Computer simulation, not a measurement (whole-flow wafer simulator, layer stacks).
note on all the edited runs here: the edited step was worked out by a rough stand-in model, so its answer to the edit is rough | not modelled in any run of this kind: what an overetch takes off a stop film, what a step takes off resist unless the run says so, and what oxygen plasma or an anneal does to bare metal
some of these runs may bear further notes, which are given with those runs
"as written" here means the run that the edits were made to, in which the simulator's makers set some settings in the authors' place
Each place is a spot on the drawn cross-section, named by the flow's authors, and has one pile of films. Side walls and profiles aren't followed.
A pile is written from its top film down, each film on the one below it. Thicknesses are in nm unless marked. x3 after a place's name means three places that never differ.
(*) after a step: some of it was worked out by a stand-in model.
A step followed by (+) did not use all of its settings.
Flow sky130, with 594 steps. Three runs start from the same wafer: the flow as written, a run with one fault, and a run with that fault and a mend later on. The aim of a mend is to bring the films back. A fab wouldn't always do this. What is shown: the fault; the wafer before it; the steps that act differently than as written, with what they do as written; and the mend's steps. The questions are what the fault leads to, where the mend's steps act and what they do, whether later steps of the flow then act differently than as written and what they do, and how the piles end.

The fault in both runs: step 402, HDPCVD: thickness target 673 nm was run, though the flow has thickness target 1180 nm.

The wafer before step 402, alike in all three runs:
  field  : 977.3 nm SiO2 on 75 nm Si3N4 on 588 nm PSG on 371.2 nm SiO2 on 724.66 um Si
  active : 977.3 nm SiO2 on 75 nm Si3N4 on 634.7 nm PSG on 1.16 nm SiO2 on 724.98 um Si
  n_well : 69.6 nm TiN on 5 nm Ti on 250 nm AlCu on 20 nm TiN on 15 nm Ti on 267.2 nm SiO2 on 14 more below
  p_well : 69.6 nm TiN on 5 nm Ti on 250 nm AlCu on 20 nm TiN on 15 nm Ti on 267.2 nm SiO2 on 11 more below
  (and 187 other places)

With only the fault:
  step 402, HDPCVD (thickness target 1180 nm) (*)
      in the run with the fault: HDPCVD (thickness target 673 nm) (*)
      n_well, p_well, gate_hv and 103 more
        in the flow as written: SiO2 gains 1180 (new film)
        in the run with the fault: SiO2 gains 673 (new film)
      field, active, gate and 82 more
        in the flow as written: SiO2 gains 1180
        in the run with the fault: SiO2 gains 673
  Later steps of the flow acting differently than as written (22 more steps, not shown, differ only slightly: by at most 2% or 0.5 nm, whichever is larger):
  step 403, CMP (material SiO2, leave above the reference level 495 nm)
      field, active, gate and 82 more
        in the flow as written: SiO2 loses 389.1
        in the run with the fault: nothing
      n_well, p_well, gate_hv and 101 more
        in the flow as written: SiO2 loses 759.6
        in the run with the fault: SiO2 loses 252.6
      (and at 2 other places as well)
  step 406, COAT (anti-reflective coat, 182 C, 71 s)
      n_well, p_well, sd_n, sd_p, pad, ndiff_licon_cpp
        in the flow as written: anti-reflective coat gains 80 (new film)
        in the run with the fault: anti-reflective coat gains 3 (new film)
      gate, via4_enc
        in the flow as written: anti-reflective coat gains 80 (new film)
        in the run with the fault: anti-reflective coat gains 76.8 (new film)
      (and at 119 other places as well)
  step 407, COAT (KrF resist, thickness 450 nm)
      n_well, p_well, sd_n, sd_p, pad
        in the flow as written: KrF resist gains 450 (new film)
        in the run with the fault: KrF resist gains 410.2 (new film)
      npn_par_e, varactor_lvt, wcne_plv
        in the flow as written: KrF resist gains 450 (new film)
        in the run with the fault: KrF resist gains 434.2 (new film)
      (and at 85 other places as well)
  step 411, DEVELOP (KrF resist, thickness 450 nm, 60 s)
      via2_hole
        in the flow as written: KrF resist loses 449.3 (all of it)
        in the run with the fault: KrF resist loses 411.8 (all of it)
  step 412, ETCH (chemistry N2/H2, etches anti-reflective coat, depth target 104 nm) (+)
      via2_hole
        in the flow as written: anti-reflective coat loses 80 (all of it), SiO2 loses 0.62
        in the run with the fault: anti-reflective coat loses 13.1 (all of it)
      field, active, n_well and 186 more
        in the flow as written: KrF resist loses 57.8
        in the run with the fault: KrF resist loses 8.47
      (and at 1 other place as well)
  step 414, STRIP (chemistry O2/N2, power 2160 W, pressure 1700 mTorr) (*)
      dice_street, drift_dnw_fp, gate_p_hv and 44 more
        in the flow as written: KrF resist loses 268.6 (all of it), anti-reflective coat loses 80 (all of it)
        in the run with the fault: KrF resist loses 317.9 (all of it), anti-reflective coat loses 80 (all of it)
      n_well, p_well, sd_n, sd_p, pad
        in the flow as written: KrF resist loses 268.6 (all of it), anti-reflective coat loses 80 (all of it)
        in the run with the fault: KrF resist loses 278.2 (all of it), anti-reflective coat loses 3 (all of it)
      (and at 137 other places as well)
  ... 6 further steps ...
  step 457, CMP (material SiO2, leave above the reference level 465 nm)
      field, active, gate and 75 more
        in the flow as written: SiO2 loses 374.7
        in the run with the fault: SiO2 loses 393.2
  The piles end different from the flow's at field, active, gate and 85 more by more than 2% or 0.5 nm, whichever is larger.
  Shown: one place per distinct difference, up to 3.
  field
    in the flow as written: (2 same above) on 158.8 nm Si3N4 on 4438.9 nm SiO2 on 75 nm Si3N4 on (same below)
    in the run with the fault: (2 same above) on 158.8 nm Si3N4 on 2681.9 nm SiO2 on 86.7 nm W on 20 nm TiN on 1650.3 nm SiO2 on 75 nm Si3N4 on (same below)
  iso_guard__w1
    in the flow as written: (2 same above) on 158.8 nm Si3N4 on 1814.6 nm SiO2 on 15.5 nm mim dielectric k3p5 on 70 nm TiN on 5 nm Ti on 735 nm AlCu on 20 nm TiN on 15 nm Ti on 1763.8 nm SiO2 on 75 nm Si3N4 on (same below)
    in the run with the fault: (2 same above) on 158.8 nm Si3N4 on 1815.2 nm SiO2 on 15.5 nm mim dielectric k3p5 on 70 nm TiN on 5 nm Ti on 735 nm AlCu on 20 nm TiN on 15 nm Ti on 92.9 nm W on 20 nm TiN on 1650.3 nm SiO2 on 75 nm Si3N4 on (same below)
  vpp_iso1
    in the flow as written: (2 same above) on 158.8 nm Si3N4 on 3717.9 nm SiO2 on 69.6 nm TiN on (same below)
    in the run with the fault: (2 same above) on 158.8 nm Si3N4 on 2681.9 nm SiO2 on 86.7 nm W on 20 nm TiN on 929.3 nm SiO2 on 69.6 nm TiN on (same below)

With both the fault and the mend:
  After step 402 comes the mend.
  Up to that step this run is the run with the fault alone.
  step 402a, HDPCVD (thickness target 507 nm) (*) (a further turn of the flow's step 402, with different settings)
      field, active, n_well and 188 more
        SiO2 gains 507
  Every later step of the flow that is run acts as written, at every place that is followed, to within 2% or 0.5 nm, whichever is larger.
  The piles end the same as the flow's at every place that both follow.
